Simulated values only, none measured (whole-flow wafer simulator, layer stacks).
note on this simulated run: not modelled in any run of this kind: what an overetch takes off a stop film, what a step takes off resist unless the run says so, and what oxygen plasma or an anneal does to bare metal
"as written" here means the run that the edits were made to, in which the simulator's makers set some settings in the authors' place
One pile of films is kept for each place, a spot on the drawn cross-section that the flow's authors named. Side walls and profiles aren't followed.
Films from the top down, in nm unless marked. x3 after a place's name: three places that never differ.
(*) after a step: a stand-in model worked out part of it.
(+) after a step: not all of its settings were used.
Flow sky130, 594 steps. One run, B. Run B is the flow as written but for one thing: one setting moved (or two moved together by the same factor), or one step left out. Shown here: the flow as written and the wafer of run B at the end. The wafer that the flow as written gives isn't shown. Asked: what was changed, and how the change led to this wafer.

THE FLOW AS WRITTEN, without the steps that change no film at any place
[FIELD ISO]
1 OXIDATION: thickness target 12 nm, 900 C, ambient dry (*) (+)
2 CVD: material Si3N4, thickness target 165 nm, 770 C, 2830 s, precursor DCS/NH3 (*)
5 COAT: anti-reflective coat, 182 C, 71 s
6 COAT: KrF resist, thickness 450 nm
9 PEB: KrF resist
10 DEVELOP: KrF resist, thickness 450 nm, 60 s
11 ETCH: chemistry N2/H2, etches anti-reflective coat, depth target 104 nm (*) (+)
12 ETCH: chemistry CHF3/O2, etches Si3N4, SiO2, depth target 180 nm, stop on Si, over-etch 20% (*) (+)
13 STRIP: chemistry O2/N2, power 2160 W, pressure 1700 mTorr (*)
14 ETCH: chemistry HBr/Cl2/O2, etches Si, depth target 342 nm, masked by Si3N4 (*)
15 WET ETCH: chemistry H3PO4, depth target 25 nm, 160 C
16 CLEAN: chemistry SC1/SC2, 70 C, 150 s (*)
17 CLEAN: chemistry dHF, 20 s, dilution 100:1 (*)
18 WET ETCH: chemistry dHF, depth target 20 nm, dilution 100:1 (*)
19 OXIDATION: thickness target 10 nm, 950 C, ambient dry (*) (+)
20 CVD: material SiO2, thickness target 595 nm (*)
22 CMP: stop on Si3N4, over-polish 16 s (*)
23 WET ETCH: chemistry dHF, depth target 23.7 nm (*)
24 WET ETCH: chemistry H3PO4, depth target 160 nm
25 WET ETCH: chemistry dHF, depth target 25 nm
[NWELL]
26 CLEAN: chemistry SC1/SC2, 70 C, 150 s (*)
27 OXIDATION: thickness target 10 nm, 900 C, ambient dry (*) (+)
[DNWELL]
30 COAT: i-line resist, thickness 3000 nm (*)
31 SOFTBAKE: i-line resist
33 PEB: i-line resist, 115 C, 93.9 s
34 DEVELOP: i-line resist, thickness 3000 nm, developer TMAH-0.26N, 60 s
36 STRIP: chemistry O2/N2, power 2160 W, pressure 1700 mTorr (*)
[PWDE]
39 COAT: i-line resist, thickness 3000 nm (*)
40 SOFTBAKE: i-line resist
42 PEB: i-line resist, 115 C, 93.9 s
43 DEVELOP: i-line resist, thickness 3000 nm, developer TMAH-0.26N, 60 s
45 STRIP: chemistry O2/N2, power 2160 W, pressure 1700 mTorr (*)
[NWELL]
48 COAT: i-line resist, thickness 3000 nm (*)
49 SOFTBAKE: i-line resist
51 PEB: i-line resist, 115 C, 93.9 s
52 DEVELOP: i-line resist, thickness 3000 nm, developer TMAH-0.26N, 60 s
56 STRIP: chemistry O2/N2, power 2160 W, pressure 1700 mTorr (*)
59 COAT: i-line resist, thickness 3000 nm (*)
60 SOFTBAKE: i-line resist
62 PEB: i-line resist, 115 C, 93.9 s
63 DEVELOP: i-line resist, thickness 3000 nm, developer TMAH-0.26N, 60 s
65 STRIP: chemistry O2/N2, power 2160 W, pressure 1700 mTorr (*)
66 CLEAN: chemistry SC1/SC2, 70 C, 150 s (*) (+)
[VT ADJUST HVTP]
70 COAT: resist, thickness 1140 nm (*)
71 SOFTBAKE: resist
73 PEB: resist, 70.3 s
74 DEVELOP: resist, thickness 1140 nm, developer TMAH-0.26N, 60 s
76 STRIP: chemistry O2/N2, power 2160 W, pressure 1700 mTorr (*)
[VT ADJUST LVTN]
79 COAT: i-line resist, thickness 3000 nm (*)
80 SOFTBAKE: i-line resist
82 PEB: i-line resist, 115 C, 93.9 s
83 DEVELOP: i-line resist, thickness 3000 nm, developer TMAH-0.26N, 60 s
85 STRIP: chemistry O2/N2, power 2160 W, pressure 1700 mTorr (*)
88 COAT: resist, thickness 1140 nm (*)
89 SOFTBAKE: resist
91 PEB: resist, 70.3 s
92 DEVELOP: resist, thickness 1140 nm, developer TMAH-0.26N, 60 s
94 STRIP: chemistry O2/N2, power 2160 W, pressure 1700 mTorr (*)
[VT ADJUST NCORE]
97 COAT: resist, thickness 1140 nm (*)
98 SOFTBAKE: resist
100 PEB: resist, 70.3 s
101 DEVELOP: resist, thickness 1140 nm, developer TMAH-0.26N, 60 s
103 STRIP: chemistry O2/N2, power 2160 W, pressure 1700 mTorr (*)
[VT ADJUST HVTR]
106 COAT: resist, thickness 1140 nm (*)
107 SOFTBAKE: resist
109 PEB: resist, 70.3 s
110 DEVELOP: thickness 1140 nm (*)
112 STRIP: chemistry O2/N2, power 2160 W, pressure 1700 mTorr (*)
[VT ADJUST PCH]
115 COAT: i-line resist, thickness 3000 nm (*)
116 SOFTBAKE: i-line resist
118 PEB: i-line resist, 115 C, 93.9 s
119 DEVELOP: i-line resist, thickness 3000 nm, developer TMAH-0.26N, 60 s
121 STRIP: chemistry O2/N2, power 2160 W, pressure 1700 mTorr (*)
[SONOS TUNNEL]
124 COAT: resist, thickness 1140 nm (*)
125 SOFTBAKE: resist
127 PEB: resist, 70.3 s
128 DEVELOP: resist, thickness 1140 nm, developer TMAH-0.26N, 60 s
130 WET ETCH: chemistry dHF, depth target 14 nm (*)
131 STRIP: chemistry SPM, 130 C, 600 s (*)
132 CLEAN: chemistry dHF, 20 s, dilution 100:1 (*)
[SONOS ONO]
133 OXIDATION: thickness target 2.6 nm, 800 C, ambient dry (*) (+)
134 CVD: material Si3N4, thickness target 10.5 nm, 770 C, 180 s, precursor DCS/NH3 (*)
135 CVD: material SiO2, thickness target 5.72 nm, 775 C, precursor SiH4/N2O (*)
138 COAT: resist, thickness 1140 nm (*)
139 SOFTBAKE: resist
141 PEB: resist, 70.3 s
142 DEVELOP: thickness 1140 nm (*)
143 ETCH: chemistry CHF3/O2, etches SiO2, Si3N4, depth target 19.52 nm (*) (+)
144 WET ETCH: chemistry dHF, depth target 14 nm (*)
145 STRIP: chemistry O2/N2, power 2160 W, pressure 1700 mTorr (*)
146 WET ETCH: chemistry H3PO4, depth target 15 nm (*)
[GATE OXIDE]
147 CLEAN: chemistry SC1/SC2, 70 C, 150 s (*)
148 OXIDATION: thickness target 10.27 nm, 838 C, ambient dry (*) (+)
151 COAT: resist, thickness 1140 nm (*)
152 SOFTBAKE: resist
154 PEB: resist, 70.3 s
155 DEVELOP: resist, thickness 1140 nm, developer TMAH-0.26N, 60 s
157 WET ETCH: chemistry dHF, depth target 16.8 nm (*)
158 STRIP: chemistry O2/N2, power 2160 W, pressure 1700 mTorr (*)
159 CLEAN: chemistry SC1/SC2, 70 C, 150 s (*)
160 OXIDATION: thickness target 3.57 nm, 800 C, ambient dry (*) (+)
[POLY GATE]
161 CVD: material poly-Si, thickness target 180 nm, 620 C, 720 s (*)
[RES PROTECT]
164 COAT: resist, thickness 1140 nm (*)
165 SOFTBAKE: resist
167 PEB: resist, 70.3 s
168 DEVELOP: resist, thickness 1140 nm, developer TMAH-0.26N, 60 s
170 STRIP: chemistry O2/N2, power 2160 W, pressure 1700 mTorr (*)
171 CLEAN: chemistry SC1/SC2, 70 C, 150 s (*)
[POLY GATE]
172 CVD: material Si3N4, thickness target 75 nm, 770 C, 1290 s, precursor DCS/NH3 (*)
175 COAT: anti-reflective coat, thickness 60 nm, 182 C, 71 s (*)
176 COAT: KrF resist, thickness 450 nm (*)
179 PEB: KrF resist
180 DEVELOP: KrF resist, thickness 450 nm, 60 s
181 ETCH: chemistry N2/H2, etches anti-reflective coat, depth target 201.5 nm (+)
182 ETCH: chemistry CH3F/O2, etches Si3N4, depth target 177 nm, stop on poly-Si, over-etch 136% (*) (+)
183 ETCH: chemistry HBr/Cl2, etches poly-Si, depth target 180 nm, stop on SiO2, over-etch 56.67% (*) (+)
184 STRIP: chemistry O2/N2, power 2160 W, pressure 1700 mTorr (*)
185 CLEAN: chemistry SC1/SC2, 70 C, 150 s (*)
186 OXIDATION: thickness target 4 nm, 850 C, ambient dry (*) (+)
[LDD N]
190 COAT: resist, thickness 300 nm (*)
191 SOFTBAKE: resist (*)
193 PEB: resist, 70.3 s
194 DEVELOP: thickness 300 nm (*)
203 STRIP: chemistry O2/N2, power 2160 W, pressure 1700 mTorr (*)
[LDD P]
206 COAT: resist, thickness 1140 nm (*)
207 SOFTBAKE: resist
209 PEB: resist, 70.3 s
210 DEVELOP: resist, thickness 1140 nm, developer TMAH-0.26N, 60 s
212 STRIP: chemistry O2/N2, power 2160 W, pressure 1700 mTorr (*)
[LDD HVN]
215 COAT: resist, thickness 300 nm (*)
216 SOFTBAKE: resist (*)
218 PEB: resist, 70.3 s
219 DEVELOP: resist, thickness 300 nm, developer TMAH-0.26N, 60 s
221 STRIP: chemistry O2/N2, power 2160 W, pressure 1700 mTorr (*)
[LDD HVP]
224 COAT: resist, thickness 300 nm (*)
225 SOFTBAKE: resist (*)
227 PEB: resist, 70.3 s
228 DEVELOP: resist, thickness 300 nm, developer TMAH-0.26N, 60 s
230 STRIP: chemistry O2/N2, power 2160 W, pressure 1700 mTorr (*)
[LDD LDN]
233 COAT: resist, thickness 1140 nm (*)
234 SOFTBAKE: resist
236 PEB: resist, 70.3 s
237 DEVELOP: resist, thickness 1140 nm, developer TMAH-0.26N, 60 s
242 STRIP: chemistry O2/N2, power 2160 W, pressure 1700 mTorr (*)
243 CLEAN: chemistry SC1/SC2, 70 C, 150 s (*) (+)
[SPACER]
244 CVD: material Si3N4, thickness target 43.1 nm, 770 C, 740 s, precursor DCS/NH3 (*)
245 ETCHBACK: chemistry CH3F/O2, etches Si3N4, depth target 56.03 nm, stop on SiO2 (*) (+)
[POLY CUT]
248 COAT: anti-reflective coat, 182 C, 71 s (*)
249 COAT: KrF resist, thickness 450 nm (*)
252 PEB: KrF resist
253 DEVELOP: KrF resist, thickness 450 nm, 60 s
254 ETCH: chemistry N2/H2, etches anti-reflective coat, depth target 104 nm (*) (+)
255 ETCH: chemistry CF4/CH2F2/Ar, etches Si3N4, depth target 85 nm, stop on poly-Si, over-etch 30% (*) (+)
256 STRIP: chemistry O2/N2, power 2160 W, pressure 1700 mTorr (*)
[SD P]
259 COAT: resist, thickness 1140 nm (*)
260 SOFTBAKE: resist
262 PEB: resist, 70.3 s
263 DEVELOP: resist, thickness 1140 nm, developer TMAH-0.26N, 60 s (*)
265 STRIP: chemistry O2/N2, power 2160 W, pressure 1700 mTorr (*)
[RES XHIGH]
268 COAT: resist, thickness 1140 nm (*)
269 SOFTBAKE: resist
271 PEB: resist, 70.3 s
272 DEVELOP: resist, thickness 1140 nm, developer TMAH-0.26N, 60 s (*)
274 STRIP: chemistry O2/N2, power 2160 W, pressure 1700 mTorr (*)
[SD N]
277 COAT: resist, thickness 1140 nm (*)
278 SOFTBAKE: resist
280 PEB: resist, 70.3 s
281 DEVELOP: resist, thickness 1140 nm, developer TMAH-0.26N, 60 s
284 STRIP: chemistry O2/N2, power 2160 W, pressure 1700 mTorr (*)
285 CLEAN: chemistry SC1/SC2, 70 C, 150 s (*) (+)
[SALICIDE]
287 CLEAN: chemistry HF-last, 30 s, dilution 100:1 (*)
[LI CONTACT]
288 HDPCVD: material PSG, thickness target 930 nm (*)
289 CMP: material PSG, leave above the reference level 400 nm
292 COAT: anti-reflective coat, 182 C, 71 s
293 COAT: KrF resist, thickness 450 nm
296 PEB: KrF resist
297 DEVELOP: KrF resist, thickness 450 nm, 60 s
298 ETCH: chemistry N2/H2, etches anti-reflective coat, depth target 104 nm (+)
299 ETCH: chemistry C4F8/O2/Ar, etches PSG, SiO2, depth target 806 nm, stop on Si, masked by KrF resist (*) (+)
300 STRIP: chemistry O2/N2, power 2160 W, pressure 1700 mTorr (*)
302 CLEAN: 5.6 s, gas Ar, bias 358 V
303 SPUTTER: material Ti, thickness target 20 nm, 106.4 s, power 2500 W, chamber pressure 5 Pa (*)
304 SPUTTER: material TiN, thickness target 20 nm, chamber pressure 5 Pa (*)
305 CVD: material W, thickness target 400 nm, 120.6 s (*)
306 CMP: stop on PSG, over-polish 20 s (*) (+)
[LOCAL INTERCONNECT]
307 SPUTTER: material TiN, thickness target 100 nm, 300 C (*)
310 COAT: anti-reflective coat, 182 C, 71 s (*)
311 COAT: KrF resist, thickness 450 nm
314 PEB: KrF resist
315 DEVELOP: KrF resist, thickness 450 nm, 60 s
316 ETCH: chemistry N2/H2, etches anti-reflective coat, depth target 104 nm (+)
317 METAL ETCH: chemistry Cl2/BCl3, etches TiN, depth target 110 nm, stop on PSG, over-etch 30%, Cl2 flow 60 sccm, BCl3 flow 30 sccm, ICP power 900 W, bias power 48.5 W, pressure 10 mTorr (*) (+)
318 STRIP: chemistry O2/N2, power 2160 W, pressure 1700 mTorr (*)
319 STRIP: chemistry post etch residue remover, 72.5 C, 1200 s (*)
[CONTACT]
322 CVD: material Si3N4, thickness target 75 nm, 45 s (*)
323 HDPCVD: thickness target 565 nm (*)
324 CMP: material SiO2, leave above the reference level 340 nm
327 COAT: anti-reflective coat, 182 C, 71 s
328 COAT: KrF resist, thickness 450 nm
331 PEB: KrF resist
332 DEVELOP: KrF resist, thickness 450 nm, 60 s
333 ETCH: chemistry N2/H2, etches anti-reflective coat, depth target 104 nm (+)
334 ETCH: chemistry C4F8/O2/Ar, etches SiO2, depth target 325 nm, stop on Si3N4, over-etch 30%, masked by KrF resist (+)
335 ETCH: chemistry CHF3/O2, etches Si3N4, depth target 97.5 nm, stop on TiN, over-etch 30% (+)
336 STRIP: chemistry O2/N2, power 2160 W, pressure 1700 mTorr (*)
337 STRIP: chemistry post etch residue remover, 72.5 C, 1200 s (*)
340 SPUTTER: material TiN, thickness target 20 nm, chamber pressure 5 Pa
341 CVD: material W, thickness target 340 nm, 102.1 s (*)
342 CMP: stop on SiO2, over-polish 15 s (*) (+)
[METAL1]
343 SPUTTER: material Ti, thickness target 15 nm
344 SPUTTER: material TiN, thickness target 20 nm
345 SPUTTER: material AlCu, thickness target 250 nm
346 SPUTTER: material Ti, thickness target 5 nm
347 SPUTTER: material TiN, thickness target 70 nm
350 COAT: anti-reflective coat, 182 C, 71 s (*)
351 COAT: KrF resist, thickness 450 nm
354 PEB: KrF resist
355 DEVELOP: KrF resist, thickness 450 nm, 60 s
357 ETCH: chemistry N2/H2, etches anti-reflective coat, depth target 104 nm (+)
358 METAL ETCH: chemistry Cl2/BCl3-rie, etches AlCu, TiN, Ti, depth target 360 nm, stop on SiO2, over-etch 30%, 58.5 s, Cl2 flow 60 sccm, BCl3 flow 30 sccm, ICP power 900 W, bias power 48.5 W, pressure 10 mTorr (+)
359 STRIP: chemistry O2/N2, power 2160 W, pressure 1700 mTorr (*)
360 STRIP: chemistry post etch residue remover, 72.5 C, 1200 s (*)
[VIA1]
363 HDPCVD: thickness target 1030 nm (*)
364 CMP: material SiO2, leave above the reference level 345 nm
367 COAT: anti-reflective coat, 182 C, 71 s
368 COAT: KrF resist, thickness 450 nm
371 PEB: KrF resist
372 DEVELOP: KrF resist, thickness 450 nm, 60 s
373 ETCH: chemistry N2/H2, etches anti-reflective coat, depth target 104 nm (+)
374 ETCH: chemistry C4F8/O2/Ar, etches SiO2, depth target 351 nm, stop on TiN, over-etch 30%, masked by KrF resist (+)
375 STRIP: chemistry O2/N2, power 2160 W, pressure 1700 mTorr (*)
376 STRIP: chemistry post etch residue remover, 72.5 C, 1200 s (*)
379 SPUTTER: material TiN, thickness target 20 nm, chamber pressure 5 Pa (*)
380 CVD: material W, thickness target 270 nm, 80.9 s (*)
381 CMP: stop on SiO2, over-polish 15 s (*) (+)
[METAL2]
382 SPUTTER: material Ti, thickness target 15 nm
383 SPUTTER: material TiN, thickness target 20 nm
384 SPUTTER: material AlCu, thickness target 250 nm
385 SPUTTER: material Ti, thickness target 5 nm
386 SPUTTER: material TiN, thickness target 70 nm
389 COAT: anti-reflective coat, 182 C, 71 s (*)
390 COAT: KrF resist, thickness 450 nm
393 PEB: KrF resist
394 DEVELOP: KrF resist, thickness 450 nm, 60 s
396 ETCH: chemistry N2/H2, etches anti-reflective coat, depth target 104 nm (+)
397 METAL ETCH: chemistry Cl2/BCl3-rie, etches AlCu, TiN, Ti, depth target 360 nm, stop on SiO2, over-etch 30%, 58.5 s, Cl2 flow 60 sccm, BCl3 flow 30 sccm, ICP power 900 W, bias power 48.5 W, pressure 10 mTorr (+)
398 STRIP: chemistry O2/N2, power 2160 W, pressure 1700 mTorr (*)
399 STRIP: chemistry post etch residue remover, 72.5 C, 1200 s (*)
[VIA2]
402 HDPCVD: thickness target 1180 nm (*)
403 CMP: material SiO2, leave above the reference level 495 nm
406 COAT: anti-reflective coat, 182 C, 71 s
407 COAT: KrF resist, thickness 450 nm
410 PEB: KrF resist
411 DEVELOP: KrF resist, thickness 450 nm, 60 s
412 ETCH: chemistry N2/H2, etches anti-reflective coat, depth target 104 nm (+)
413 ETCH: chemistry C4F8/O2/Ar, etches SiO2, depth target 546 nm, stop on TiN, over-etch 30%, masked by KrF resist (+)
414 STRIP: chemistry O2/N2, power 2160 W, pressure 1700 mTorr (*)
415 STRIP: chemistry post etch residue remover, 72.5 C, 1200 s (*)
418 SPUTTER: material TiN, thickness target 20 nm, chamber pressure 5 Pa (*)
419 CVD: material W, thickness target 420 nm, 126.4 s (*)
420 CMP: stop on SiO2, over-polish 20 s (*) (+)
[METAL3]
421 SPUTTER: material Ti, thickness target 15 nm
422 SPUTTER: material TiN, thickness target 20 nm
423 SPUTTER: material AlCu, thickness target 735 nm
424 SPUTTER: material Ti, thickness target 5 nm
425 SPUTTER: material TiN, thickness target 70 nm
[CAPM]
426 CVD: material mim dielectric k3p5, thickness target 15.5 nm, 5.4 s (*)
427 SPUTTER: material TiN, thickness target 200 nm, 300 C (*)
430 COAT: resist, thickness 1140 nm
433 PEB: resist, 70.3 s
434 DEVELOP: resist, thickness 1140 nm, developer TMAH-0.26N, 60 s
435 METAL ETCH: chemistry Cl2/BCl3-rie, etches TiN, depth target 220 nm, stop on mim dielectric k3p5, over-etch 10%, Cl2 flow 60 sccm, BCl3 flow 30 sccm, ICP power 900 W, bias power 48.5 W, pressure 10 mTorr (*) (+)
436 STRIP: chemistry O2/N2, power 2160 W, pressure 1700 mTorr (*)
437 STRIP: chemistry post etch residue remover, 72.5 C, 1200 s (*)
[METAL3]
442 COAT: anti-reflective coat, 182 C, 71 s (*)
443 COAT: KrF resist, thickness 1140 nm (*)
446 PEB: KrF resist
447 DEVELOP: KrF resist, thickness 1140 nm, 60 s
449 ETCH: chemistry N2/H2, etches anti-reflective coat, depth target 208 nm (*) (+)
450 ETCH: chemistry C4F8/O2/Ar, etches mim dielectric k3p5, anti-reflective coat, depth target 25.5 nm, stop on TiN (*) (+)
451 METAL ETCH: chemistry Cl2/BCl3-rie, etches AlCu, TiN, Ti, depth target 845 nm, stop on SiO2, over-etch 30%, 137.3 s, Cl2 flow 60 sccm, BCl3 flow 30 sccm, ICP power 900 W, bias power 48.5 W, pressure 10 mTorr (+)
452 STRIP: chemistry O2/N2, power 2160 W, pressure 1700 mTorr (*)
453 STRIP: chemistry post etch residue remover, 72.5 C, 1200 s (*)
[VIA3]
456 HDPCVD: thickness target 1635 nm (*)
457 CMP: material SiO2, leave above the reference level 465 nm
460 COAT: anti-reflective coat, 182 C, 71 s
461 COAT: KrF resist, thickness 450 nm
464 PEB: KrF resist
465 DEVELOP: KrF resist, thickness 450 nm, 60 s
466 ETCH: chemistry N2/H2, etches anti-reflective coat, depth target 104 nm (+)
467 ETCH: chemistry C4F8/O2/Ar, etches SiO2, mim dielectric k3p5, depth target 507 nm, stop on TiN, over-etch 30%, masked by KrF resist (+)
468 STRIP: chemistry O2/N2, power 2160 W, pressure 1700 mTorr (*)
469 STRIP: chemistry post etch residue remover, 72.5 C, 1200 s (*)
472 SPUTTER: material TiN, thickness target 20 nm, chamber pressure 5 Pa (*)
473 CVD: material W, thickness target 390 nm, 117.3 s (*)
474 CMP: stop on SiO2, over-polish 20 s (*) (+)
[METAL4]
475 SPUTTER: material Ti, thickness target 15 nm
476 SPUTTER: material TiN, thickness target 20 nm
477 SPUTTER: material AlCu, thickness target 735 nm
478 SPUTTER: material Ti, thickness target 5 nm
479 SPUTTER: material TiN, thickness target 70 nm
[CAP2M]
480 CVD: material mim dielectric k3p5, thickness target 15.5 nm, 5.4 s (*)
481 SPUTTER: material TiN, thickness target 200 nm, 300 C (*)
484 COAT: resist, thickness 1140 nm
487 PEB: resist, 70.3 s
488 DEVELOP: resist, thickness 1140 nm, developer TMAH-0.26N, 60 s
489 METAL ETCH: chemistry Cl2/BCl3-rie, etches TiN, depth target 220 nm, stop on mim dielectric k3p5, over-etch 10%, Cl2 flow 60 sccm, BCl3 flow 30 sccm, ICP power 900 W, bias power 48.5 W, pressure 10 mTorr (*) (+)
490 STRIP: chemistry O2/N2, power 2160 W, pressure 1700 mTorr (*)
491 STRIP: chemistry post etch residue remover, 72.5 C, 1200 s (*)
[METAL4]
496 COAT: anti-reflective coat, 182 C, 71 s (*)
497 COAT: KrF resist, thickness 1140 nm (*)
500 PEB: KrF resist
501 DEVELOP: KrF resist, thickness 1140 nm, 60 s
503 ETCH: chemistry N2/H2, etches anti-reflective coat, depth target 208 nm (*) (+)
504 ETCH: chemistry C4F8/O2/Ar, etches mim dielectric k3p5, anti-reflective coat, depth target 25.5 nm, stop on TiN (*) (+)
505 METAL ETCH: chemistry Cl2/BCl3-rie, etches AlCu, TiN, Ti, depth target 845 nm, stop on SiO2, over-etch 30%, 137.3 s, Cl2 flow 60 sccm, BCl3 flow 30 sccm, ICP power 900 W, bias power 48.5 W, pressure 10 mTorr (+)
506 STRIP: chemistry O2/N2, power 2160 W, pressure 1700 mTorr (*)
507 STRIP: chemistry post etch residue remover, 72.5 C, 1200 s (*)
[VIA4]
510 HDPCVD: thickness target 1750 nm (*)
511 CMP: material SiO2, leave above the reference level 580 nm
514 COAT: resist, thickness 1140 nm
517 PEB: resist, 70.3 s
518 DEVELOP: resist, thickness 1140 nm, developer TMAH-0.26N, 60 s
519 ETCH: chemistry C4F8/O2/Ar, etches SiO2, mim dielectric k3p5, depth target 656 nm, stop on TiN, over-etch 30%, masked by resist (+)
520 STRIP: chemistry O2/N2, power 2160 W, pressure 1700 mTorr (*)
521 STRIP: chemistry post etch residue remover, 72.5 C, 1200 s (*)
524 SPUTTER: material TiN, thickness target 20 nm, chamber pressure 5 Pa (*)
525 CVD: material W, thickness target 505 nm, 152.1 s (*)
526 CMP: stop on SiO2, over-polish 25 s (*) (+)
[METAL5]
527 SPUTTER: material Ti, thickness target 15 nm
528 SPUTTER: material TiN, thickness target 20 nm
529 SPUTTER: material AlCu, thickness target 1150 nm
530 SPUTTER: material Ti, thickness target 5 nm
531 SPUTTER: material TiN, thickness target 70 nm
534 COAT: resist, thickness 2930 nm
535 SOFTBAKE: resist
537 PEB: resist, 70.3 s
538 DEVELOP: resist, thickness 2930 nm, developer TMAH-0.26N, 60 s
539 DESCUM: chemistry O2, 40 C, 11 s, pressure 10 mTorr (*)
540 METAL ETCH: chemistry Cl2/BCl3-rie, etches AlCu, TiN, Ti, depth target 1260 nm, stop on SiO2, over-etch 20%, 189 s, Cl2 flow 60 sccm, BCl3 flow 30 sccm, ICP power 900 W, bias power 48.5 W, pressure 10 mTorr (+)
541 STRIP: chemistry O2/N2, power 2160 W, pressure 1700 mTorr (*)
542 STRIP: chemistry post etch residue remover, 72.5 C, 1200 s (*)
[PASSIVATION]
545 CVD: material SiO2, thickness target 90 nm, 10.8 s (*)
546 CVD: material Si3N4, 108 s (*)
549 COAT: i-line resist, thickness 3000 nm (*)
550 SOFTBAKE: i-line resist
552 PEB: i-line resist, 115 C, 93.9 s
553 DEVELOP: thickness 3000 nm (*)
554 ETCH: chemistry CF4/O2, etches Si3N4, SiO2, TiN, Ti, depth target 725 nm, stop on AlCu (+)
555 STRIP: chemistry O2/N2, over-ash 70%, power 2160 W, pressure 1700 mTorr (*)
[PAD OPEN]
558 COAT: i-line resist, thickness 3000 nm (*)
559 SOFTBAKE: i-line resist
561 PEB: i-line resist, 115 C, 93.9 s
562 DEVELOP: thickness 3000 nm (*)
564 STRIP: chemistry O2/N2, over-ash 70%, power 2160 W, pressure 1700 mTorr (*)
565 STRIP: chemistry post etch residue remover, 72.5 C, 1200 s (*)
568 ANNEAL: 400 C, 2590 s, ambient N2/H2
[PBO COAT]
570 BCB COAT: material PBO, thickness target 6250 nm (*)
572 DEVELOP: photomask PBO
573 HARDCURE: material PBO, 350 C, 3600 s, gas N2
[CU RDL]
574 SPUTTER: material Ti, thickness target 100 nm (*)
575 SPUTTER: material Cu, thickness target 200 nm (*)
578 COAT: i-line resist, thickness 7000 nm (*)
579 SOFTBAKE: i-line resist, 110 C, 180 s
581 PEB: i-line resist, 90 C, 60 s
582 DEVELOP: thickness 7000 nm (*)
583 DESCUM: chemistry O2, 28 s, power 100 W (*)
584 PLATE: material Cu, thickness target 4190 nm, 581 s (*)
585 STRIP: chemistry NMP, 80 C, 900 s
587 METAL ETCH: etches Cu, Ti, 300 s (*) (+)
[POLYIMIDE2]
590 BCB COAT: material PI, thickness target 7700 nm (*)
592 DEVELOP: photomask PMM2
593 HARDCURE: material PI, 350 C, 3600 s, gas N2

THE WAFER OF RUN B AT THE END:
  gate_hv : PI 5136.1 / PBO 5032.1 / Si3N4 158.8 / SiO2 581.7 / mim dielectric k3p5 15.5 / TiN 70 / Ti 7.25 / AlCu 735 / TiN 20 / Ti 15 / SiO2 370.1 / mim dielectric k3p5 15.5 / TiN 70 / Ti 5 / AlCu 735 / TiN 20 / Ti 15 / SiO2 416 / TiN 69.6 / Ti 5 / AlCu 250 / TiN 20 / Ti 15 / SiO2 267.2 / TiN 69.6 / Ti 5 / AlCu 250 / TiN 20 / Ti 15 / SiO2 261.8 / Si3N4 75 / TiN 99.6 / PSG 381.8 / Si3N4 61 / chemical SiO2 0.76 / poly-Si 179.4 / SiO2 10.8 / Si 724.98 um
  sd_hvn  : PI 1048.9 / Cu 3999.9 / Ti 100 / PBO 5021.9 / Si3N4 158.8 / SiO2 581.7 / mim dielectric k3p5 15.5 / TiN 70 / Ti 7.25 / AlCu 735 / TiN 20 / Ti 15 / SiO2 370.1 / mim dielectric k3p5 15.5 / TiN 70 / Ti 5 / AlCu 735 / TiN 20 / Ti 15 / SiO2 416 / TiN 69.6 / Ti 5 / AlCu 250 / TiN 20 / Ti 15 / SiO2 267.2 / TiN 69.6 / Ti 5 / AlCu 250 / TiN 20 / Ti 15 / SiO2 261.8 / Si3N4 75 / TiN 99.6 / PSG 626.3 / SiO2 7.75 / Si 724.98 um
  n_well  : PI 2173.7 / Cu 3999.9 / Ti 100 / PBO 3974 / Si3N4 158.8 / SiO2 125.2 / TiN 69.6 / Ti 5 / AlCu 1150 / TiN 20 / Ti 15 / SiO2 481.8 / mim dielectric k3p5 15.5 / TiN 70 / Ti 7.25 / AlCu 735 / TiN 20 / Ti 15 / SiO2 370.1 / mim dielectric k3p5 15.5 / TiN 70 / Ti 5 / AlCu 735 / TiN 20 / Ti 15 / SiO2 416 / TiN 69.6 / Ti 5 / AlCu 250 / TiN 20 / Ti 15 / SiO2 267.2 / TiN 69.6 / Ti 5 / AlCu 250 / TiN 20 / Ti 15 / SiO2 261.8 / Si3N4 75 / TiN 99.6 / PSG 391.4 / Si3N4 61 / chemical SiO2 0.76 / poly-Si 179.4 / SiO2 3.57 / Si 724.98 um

The cause: step 478, SPUTTER: thickness target 7.25 nm was run, where the flow has thickness target 5 nm.
It can be read off the wafer: gate_hv has Ti 7.25, and step 478 as written asks for 5 nm.

How the change led to this, step by step:
  478 SPUTTER: material Ti, thickness target 5 nm
      field, active, n_well and 189 more: Ti +7.25 (new film) (as written it would be: Ti +5 (new film))
  505 METAL ETCH: chemistry Cl2/BCl3-rie, etches AlCu, TiN, Ti, depth target 845 nm, stop on SiO2, over-etch 30%, 137.3 s, Cl2 flow 60 sccm, BCl3 flow 30 sccm, ICP power 900 W, bias power 48.5 W, pressure 10 mTorr (+)
      field, gate, spacer and 68 more: TiN -70 (all of it), Ti -7.25 (all of it), AlCu -735 (all of it), TiN -20 (all of it), Ti -15 (all of it), SiO2 -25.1 (as written it would be: TiN -70 (all of it), Ti -5 (all of it), AlCu -735 (all of it), TiN -20 (all of it), Ti -15 (all of it), SiO2 -25.4)
      active, vpp_iso1, mim_edge_plate and 14 more: TiN -70 (all of it), Ti -7.25 (all of it), AlCu -735 (all of it), TiN -20 (all of it), Ti -15 (all of it), SiO2 -25.1 (as written it would be: TiN -70 (all of it), Ti -5 (all of it), AlCu -735 (all of it), TiN -20 (all of it), Ti -15 (all of it), SiO2 -25.3)
